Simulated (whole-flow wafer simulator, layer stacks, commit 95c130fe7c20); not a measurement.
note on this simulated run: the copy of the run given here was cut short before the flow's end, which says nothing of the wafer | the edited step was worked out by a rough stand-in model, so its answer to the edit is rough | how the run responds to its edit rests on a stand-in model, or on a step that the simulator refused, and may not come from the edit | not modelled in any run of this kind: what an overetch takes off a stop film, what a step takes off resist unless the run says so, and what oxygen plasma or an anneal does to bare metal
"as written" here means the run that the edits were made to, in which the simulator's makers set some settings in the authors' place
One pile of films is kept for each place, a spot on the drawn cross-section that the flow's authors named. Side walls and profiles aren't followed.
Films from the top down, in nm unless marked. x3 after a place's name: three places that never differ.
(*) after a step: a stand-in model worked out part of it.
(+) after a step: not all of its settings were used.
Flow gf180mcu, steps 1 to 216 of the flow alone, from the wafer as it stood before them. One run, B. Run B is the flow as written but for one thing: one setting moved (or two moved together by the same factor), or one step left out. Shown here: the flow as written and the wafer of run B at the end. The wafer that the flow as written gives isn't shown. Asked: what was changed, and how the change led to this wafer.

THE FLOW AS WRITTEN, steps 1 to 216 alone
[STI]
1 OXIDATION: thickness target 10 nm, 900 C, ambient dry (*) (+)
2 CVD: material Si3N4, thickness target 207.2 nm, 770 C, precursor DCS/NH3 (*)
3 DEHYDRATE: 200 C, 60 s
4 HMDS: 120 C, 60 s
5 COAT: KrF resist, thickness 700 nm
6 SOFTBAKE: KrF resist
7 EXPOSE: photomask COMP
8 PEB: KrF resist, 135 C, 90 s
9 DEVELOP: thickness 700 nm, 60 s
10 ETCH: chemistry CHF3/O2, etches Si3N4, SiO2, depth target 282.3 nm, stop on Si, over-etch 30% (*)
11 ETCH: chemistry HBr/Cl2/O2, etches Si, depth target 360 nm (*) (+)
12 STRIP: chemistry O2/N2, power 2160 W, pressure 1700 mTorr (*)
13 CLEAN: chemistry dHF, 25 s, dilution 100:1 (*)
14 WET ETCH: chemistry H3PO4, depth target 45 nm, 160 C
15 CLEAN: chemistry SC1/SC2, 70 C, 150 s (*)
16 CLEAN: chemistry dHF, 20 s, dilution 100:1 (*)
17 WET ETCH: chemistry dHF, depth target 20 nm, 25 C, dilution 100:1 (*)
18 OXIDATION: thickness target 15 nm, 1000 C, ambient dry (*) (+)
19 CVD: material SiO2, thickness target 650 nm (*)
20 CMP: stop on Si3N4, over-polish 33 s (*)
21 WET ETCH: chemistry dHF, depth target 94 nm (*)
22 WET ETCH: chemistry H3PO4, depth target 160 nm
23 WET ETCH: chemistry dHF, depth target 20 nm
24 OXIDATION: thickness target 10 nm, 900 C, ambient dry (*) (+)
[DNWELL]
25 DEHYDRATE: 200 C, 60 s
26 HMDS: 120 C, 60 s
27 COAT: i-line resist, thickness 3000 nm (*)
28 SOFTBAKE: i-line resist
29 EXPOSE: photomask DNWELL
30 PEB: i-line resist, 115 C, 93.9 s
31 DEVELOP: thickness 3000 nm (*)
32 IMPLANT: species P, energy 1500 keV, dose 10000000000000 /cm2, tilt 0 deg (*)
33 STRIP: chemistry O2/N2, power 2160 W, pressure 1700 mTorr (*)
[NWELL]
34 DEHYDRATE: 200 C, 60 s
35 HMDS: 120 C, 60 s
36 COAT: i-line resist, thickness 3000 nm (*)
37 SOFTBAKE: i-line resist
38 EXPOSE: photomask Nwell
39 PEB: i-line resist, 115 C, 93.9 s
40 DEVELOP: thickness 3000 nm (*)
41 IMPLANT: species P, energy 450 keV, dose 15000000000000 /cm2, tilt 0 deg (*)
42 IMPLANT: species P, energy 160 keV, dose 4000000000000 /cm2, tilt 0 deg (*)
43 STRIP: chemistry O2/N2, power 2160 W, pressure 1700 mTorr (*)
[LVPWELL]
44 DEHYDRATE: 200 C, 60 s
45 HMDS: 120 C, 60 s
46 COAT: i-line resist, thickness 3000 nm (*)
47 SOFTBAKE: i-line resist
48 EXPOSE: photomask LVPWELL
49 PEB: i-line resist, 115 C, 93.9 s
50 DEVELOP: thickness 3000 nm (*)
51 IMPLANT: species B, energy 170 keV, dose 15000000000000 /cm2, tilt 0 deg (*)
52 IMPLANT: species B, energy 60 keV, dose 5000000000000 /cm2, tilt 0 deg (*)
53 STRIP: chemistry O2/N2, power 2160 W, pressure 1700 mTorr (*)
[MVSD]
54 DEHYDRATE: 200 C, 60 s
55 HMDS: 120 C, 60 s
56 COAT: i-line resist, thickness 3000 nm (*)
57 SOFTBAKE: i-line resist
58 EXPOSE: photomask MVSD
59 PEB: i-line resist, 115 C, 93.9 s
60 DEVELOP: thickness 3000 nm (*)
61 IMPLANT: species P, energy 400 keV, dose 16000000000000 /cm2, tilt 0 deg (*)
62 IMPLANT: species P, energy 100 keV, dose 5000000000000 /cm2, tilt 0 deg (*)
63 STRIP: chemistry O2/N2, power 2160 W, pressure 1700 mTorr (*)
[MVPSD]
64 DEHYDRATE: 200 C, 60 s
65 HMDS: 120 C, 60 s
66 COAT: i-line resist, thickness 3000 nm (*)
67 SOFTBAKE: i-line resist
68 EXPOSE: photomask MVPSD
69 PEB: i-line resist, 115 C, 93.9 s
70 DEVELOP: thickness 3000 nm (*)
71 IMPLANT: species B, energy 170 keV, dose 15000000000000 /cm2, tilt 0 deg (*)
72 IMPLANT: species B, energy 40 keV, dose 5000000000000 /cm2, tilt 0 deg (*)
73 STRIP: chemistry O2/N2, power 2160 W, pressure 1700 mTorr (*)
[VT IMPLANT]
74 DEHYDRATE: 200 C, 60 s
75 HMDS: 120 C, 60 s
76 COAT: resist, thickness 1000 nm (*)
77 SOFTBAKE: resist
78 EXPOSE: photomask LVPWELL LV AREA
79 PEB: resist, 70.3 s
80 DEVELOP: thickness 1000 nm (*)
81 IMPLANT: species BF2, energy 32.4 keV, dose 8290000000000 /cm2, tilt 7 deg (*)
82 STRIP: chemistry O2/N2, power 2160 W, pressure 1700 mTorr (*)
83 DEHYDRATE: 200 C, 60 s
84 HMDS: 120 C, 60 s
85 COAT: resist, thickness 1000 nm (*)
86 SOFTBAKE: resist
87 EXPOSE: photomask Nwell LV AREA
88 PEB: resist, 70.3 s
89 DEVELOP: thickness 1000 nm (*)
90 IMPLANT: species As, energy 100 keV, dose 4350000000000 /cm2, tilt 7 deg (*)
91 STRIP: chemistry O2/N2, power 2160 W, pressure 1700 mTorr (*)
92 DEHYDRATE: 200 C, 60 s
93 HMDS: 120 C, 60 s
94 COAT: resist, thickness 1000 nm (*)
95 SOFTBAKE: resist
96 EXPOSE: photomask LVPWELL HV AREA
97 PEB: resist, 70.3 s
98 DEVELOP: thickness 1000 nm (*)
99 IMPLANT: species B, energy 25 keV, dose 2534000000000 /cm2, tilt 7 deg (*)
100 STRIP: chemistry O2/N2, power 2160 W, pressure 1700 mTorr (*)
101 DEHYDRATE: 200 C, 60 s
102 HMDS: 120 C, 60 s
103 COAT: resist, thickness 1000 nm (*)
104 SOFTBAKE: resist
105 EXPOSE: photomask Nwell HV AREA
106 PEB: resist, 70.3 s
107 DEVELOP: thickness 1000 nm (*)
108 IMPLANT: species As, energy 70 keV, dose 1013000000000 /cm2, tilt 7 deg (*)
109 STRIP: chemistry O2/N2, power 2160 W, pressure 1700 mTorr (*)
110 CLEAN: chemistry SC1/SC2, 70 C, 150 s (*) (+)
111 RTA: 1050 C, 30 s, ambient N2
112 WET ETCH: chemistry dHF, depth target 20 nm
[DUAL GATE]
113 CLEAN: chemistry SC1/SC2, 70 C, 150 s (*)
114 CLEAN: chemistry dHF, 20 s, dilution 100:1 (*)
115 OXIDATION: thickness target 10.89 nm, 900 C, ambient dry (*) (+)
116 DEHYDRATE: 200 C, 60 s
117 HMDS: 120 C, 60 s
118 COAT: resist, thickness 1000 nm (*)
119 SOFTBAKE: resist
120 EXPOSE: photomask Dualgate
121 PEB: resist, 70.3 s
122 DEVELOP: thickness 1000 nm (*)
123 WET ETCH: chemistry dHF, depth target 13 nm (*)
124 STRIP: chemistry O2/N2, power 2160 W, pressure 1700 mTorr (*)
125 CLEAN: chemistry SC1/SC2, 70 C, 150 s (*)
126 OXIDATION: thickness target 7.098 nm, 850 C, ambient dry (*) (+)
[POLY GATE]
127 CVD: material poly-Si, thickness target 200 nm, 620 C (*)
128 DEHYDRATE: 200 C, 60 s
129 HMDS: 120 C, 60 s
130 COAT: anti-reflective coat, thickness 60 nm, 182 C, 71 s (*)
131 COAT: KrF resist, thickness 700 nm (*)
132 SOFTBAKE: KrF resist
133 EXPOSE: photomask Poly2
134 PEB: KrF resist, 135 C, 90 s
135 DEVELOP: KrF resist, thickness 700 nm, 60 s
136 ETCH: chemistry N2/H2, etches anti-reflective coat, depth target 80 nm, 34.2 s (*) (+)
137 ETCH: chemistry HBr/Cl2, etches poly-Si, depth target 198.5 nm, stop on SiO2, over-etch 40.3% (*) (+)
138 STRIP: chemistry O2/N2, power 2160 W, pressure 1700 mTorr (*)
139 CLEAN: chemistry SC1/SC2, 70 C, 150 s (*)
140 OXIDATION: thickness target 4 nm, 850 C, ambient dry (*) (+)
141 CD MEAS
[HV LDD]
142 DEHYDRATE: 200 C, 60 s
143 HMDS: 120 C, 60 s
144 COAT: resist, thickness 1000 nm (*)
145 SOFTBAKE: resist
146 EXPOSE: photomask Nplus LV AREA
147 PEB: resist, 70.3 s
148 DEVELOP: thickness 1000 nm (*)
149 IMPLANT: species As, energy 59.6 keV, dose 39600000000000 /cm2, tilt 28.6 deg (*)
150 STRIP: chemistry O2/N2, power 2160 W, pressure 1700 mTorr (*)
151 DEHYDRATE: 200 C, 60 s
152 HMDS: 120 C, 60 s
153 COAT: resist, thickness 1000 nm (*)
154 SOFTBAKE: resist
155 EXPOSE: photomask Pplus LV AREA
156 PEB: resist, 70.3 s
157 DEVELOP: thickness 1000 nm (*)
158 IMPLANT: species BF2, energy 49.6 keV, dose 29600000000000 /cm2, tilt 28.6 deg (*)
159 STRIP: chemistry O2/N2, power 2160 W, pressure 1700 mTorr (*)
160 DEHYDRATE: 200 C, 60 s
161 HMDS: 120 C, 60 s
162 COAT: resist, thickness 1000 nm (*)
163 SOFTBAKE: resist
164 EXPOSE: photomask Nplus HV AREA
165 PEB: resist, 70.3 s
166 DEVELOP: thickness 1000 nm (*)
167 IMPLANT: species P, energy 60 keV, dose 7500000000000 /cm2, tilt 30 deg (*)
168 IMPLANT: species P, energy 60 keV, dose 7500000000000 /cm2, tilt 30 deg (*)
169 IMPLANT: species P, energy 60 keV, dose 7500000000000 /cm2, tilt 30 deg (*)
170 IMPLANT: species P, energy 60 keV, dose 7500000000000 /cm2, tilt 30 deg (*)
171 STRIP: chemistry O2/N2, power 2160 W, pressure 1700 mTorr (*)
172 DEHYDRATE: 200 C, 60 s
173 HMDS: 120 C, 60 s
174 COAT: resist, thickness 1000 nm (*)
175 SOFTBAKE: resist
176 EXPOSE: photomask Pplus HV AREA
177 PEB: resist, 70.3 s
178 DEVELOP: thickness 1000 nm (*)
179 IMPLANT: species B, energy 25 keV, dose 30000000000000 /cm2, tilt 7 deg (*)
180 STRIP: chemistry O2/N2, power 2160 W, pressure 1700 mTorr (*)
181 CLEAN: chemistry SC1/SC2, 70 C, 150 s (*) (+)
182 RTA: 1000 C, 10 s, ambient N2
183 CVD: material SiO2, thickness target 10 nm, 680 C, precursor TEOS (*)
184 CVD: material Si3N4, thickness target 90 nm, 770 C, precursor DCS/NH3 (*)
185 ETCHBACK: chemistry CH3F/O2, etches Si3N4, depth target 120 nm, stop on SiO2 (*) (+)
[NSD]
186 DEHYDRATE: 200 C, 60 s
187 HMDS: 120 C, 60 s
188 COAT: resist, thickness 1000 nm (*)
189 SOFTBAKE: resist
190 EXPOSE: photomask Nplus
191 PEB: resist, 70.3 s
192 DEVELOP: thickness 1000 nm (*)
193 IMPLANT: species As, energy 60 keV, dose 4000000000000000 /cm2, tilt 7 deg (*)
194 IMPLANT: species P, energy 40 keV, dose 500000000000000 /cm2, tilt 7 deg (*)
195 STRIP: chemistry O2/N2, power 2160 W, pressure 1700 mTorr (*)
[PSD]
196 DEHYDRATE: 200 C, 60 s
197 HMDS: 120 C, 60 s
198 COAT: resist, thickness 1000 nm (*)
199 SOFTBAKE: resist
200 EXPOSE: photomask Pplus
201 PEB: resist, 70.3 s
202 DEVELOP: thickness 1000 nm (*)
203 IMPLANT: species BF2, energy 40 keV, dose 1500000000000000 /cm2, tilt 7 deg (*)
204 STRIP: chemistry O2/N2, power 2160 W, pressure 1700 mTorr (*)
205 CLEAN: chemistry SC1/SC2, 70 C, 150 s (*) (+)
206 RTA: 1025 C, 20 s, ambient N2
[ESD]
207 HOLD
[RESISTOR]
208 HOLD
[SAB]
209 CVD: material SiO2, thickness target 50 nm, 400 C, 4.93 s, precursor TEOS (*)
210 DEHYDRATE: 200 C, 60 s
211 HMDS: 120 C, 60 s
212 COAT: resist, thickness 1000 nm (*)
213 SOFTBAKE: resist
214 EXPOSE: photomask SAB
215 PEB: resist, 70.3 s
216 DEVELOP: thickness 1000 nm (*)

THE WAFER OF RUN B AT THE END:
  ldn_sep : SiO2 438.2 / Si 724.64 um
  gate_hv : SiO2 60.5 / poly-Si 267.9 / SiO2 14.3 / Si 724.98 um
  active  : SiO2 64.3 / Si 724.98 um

The cause: step 127, CVD: thickness target 270 nm was run, where the flow has thickness target 200 nm.

How the change led to this, step by step:
  127 CVD: material poly-Si, thickness target 200 nm, 620 C (*)
      field, field__w1, field__w2 and 89 more: poly-Si +270 (new film) (as written it would be: poly-Si +200 (new film))
  137 ETCH: chemistry HBr/Cl2, etches poly-Si, depth target 198.5 nm, stop on SiO2, over-etch 40.3% (*) (+)
      field__w6, sti, mim_1p0 x3 and 8 more: poly-Si -268.8 (all of it) (as written it would be: poly-Si -198.8 (all of it), SiO2 -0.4)
      field__w1, field__w2, nw_enc_fld, ldn_sep, ldn_dft, ldp_dft: poly-Si -268.6 (all of it) (as written it would be: poly-Si -198.6 (all of it), SiO2 -0.4)
      (and at 45 more places)
  144 COAT: resist, thickness 1000 nm (*)
      gate: resist +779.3 (new film) (as written it would be: resist +837.3 (new film))
      gate_hv: resist +793 (new film) (as written it would be: resist +845.4 (new film))
      (and at 27 more places)
  145 SOFTBAKE: resist
      field__w1: resist +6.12 (as written it would be: resist +4.19)
      field__w2: resist +4.14 (as written it would be: resist +2.82)
      (and at 71 more places)
  147 PEB: resist, 70.3 s
      polyc_n, polyc_n_rim, polyc_p, polyc_p_rim: resist -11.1 (as written it would be: resist -12.2)
      ldn_ch, ldn_acc, ldp_ch, ldp_acc: resist -12 (as written it would be: resist -13)
      (and at 24 more places)
  148 DEVELOP: thickness 1000 nm (*)
      gate: resist -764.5 (all of it) (as written it would be: resist -822.7 (all of it))
      npoly_u: resist -765.1 (all of it) (as written it would be: resist -821.5 (all of it))
      (and at 3 more places)
  150 STRIP: chemistry O2/N2, power 2160 W, pressure 1700 mTorr (*)
      gate_hv: resist -769.4 (all of it) (as written it would be: resist -824.2 (all of it))
      gate_p: resist -771.9 (all of it) (as written it would be: resist -828.7 (all of it))
      (and at 24 more places)
  153 COAT: resist, thickness 1000 nm (*)
      gate: resist +779.3 (new film) (as written it would be: resist +837.3 (new film))
      gate_hv: resist +793 (new film) (as written it would be: resist +845.4 (new film))
      (and at 27 more places)
  154 SOFTBAKE: resist
      field__w1: resist +6.12 (as written it would be: resist +4.19)
      field__w2: resist +4.14 (as written it would be: resist +2.82)
      (and at 71 more places)
  156 PEB: resist, 70.3 s
      polyc_n, polyc_n_rim, polyc_p, polyc_p_rim: resist -11.1 (as written it would be: resist -12.2)
      ldn_ch, ldn_acc, ldp_ch, ldp_acc: resist -12 (as written it would be: resist -13)
      (and at 24 more places)
  157 DEVELOP: thickness 1000 nm (*)
      gate_p: resist -771.9 (all of it) (as written it would be: resist -828.7 (all of it))
      ppoly_u: resist -772.6 (all of it) (as written it would be: resist -827 (all of it))
      (and at 3 more places)
  159 STRIP: chemistry O2/N2, power 2160 W, pressure 1700 mTorr (*)
      gate: resist -764.5 (all of it) (as written it would be: resist -822.7 (all of it))
      gate_hv: resist -769.4 (all of it) (as written it would be: resist -824.2 (all of it))
      (and at 24 more places)
  162 COAT: resist, thickness 1000 nm (*)
      gate: resist +779.3 (new film) (as written it would be: resist +837.3 (new film))
      gate_hv: resist +793 (new film) (as written it would be: resist +845.4 (new film))
      (and at 27 more places)
  163 SOFTBAKE: resist
      field__w1: resist +6.12 (as written it would be: resist +4.19)
      field__w2: resist +4.14 (as written it would be: resist +2.82)
      (and at 71 more places)
  165 PEB: resist, 70.3 s
      polyc_n, polyc_n_rim, polyc_p, polyc_p_rim: resist -11.1 (as written it would be: resist -12.2)
      ldn_ch, ldn_acc, ldp_ch, ldp_acc: resist -12 (as written it would be: resist -13)
      (and at 24 more places)
  166 DEVELOP: thickness 1000 nm (*)
      gate_hv: resist -769.4 (all of it) (as written it would be: resist -824.2 (all of it))
      gate_nat: resist -810.2 (all of it) (as written it would be: resist -854.5 (all of it))
      (and at 8 more places)
  ... 20 more steps ...
  216 DEVELOP: thickness 1000 nm (*)
      field__w3, field__w12: resist -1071 (all of it) (as written it would be: resist -1049.4 (all of it))
      field__w2: resist -1056.8 (all of it) (as written it would be: resist -1035.2 (all of it))
      (and at 37 more places)
